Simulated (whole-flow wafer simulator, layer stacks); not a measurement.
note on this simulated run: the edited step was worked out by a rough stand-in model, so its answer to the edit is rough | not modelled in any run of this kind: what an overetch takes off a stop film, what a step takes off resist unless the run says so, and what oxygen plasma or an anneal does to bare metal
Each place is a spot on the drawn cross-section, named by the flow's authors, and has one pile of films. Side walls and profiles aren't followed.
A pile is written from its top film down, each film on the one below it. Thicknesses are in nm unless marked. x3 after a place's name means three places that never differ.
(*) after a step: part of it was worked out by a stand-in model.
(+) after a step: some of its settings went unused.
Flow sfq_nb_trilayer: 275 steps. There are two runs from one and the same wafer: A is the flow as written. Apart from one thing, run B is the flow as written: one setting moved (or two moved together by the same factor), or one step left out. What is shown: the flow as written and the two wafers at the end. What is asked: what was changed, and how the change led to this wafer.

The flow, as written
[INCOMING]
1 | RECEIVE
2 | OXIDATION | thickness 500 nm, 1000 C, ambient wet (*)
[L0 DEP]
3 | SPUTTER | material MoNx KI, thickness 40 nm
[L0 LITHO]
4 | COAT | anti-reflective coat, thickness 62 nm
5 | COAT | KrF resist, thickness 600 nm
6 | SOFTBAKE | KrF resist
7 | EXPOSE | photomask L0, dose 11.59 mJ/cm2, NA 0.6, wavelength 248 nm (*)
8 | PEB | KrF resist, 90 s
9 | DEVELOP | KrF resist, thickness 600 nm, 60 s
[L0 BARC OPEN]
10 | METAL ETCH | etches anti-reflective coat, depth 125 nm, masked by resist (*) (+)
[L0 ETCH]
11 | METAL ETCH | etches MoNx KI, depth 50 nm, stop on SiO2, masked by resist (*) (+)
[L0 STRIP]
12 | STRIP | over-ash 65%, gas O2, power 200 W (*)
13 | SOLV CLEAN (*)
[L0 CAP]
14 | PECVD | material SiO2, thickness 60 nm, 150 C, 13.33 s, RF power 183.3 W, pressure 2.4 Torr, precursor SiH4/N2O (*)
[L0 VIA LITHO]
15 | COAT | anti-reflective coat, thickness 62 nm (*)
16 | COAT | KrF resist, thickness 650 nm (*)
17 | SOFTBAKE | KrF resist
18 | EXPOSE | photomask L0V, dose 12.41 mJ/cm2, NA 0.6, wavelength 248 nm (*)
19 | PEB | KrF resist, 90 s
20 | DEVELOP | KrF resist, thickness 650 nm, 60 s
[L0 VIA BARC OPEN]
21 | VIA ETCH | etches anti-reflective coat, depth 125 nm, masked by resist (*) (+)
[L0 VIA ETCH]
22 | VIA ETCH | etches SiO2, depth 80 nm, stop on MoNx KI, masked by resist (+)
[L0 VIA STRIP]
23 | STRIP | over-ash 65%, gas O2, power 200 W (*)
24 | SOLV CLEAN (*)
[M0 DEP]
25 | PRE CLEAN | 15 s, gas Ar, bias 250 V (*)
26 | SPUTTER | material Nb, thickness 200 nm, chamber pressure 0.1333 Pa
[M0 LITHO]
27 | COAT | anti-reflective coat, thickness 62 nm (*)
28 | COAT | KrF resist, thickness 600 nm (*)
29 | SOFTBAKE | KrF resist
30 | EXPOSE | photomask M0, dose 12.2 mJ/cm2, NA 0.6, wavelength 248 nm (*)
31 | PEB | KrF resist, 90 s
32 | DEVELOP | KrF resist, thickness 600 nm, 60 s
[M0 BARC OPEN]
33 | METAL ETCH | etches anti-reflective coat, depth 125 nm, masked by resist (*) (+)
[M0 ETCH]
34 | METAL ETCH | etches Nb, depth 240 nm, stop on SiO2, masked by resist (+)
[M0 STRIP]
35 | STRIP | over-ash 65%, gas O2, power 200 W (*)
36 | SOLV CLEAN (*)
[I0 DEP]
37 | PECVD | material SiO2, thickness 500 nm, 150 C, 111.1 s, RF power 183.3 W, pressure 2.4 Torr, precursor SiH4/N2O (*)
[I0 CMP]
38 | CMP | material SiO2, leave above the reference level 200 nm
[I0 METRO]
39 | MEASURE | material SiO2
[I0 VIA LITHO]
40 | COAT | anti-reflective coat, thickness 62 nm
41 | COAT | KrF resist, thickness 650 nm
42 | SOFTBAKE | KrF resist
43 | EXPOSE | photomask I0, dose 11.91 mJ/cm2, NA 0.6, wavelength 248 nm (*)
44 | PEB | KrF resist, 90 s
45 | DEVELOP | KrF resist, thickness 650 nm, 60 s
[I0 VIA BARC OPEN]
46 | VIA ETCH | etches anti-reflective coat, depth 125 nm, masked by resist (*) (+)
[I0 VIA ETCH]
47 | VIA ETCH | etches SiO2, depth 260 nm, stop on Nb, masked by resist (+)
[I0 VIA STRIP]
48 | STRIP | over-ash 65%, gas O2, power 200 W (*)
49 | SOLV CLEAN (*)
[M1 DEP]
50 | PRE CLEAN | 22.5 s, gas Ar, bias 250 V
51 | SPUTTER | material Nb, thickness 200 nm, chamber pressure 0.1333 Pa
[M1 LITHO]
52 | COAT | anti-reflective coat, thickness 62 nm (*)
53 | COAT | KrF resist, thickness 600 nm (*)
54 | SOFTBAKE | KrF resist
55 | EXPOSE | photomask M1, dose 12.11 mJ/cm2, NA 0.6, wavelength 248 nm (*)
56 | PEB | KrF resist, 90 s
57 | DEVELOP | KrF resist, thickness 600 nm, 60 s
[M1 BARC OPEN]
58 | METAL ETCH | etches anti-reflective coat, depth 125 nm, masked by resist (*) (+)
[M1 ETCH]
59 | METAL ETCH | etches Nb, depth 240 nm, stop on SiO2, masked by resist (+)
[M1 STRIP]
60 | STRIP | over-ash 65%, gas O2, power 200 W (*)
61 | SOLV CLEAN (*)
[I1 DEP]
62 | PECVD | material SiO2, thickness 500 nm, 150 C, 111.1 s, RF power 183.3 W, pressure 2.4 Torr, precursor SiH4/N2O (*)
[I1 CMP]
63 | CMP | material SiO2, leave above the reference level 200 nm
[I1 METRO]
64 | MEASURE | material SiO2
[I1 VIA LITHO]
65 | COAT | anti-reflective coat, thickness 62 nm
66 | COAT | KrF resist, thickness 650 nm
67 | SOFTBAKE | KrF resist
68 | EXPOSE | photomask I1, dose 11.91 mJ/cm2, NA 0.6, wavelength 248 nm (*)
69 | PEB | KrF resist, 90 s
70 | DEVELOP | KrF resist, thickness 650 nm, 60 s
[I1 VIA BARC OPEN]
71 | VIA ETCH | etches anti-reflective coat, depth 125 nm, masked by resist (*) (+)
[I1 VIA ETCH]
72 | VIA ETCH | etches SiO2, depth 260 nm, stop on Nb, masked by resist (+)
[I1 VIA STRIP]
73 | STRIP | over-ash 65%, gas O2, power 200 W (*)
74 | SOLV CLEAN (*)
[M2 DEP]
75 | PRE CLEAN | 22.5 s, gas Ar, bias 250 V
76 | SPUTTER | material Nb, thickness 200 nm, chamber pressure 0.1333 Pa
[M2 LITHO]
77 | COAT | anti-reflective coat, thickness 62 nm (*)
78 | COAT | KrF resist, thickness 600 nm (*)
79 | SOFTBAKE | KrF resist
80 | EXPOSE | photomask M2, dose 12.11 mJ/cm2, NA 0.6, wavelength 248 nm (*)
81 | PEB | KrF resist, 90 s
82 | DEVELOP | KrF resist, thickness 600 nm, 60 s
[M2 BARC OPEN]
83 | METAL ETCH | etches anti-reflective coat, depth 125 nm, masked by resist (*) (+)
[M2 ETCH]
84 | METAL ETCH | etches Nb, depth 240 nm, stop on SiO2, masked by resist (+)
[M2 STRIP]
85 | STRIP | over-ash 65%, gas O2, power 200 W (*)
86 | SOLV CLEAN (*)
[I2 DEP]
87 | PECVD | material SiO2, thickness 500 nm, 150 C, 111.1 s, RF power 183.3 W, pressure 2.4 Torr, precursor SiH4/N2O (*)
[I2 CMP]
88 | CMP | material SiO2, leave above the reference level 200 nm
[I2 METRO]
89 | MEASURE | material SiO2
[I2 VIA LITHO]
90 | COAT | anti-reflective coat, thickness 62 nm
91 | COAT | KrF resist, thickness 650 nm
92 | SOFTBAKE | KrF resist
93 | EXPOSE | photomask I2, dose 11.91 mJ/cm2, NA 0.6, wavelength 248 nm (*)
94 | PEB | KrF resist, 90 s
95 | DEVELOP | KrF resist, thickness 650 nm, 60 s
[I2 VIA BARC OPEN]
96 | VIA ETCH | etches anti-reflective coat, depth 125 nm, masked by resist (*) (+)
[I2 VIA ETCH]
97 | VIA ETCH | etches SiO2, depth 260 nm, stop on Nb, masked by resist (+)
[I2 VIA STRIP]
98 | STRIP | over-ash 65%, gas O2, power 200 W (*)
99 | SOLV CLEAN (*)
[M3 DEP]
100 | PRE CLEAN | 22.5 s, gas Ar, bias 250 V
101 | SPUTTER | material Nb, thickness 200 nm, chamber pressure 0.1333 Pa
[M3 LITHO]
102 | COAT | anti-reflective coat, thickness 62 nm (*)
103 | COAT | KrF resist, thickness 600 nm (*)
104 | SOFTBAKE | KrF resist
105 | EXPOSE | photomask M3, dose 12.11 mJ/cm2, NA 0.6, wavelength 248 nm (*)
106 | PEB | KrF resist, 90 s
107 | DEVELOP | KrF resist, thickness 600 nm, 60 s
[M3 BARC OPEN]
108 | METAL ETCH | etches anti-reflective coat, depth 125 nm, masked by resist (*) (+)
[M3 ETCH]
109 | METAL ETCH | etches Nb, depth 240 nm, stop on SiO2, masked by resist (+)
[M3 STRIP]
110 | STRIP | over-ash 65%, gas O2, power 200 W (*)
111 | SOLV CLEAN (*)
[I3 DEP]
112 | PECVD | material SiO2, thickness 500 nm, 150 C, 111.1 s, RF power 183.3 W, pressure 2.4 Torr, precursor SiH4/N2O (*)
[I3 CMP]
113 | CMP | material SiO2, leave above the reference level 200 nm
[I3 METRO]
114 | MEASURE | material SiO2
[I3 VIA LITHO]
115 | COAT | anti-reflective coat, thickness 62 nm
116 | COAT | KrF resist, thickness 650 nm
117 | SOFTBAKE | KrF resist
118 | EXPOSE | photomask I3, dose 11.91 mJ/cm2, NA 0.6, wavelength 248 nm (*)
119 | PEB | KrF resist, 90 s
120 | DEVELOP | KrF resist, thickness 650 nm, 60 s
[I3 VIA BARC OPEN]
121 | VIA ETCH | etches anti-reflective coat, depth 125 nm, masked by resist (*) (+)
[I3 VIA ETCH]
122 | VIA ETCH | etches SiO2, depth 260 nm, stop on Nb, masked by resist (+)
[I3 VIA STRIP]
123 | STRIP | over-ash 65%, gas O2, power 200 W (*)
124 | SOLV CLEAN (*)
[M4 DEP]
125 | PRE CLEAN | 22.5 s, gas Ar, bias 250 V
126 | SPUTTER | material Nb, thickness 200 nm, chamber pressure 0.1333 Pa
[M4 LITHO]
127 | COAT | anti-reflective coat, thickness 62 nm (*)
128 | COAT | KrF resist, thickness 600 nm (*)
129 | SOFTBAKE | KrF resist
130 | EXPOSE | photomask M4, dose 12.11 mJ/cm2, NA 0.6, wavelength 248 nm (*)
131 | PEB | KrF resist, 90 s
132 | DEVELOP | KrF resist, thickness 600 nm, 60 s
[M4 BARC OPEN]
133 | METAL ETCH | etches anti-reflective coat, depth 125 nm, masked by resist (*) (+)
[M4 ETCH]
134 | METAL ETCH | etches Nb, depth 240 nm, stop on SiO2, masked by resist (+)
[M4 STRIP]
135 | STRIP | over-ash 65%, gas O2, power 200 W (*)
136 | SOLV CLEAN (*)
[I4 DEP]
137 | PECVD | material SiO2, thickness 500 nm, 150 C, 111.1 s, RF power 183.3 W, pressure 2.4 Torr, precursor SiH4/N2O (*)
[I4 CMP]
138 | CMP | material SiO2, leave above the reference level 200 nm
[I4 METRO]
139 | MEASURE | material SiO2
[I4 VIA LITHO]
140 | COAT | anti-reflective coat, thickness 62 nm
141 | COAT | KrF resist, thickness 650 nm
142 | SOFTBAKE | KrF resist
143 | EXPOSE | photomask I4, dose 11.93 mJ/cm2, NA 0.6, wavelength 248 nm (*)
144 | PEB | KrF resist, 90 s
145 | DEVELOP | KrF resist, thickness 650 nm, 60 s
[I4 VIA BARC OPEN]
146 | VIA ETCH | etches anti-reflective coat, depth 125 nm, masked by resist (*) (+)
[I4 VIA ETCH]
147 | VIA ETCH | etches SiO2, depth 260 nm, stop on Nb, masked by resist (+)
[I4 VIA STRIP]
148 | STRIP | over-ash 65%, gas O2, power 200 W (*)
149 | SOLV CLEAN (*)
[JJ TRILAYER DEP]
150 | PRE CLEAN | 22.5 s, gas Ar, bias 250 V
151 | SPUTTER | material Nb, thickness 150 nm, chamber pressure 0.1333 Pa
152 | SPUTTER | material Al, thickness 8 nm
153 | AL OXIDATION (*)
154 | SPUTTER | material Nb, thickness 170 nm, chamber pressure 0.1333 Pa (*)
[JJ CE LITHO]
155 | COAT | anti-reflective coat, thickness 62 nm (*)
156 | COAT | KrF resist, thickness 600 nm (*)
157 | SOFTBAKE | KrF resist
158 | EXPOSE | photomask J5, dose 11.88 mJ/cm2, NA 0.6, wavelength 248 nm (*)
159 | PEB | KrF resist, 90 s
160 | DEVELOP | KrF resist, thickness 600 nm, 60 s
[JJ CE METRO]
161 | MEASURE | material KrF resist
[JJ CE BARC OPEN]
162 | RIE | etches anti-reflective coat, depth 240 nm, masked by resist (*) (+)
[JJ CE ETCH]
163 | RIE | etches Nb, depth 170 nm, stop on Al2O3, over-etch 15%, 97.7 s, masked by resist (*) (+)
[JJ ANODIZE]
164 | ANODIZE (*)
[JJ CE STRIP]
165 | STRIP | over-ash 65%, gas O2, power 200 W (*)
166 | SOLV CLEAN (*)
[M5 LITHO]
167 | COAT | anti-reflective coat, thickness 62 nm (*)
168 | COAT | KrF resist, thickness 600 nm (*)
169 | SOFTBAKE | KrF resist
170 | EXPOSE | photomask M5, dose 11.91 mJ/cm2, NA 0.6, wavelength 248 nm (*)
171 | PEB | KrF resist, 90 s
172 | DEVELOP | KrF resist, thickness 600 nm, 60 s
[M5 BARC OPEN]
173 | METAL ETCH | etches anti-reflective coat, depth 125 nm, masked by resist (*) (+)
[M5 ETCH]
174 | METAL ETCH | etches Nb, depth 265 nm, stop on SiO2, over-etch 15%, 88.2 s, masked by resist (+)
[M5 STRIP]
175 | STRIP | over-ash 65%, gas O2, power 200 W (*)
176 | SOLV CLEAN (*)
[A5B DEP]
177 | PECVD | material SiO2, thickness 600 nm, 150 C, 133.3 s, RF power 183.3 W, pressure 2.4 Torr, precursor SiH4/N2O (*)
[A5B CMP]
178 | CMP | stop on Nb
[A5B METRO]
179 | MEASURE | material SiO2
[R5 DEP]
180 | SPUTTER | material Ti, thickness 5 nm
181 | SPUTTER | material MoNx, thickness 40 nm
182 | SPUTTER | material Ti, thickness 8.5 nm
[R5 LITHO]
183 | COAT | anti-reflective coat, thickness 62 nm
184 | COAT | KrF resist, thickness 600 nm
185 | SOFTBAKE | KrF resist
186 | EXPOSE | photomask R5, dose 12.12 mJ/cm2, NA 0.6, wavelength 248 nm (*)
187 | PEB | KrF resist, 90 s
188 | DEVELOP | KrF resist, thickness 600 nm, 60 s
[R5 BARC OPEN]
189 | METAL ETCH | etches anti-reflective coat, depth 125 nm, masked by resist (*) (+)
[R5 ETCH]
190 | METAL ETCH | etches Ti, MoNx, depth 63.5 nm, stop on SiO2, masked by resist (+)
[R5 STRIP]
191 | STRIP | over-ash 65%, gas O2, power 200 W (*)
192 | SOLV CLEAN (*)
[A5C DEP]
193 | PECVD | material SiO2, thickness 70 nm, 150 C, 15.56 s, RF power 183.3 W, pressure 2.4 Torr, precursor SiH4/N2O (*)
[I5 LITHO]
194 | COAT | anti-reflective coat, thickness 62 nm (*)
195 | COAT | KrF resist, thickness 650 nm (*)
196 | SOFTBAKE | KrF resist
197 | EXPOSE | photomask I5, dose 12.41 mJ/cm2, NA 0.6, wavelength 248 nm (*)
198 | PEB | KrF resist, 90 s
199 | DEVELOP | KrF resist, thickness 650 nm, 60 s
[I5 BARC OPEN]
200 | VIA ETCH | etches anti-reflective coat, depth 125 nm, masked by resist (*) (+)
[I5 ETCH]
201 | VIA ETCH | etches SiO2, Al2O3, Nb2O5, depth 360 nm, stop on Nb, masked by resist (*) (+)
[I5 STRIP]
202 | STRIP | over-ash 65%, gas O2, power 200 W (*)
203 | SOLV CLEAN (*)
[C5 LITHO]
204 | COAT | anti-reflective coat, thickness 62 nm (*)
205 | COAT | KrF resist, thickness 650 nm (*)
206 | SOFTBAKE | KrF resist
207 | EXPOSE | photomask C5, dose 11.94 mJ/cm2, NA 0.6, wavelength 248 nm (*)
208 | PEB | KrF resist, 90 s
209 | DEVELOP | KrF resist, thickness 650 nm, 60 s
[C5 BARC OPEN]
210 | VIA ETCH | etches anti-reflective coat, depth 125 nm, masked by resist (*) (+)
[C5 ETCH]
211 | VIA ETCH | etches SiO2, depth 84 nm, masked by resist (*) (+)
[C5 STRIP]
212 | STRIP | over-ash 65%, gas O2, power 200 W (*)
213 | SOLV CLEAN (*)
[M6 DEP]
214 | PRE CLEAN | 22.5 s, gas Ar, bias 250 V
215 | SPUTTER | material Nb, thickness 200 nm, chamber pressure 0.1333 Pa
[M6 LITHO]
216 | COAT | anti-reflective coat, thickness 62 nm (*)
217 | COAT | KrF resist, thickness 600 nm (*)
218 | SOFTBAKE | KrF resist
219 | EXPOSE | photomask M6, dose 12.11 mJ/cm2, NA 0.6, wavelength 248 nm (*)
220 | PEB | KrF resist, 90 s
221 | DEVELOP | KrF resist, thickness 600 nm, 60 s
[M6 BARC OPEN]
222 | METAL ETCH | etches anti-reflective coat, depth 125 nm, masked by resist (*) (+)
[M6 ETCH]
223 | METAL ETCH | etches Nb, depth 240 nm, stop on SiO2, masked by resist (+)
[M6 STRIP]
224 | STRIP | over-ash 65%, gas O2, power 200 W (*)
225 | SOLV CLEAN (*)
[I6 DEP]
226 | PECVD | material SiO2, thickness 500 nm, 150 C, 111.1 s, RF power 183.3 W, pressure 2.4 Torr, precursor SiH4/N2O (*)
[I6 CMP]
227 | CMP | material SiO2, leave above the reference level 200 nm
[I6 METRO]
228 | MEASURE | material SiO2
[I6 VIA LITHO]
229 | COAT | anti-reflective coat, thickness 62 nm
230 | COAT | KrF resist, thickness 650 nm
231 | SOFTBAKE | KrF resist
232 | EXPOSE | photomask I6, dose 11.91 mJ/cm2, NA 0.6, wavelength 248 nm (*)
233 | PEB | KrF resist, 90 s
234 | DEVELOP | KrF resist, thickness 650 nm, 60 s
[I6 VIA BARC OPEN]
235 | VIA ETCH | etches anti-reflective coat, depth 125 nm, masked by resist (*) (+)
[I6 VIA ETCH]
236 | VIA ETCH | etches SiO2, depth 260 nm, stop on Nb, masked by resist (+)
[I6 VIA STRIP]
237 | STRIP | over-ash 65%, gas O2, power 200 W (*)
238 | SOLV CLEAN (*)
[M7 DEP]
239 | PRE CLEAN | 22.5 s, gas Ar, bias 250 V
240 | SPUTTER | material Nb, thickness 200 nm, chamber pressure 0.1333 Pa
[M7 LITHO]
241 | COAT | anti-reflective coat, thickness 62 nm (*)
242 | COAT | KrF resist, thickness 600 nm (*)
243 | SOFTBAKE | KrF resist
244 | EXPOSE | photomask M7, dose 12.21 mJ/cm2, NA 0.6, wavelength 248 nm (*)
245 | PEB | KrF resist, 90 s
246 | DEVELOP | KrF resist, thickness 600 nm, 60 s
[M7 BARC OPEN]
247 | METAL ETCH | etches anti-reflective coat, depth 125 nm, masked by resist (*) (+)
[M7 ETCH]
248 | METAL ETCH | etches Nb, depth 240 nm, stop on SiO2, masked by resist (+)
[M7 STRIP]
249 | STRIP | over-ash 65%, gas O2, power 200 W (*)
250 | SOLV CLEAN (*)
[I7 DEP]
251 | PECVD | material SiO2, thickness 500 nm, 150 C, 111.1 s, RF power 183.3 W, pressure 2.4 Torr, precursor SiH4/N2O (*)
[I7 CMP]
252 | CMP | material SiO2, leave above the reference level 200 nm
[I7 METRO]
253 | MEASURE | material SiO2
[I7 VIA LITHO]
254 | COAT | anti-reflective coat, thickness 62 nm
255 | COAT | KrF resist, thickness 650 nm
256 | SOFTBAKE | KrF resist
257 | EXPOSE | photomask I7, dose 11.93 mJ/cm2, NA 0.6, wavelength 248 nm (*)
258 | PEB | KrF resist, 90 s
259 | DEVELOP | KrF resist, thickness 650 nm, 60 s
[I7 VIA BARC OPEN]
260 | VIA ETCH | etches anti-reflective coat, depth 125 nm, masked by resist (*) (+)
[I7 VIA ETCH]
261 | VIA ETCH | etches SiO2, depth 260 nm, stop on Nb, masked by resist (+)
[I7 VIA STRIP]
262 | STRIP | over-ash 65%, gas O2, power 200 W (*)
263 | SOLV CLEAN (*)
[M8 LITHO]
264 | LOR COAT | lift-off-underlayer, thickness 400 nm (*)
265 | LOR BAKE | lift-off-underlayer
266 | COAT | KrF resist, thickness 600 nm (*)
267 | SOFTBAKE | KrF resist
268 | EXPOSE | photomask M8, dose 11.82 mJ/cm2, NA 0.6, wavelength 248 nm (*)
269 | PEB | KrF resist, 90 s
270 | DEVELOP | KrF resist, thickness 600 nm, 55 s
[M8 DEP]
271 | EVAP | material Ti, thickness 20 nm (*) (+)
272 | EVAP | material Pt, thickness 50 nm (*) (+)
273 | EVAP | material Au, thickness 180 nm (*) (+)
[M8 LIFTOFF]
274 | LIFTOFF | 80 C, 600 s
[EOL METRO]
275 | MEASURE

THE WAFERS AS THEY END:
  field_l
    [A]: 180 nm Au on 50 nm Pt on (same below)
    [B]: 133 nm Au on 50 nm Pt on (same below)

Cause: step 273, EVAP: thickness 133 nm was run, whereas the flow has thickness 180 nm.
The wafer lets one read it off: field_l has Au 133, and step 273 as written asks for 180 nm.

How this came from the change, step by step:
  273 | EVAP | material Au, thickness 180 nm (*) (+)
      field_l, v_sur, via_wl and 103 more: A +180 Au (new film) | B +133 Au (new film)
  274 | LIFTOFF | 80 C, 600 s
      p4_fl, p4_fm, p4_w1 and 71 more: A -180 Au (all of it), -50 Pt (all of it), -20 Ti (all of it), -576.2 KrF resist (all of it), -400 lift-off-underlayer (all of it) | B -133 Au (all of it), -50 Pt (all of it), -20 Ti (all of it), -576.2 KrF resist (all of it), -400 lift-off-underlayer (all of it)
      c5j, ce_r: A -180 Au (all of it), -50 Pt (all of it), -20 Ti (all of it), -573.3 KrF resist (all of it), -399.3 lift-off-underlayer (all of it) | B -133 Au (all of it), -50 Pt (all of it), -20 Ti (all of it), -573.3 KrF resist (all of it), -399.3 lift-off-underlayer (all of it)
      (as well as at 19 more places)
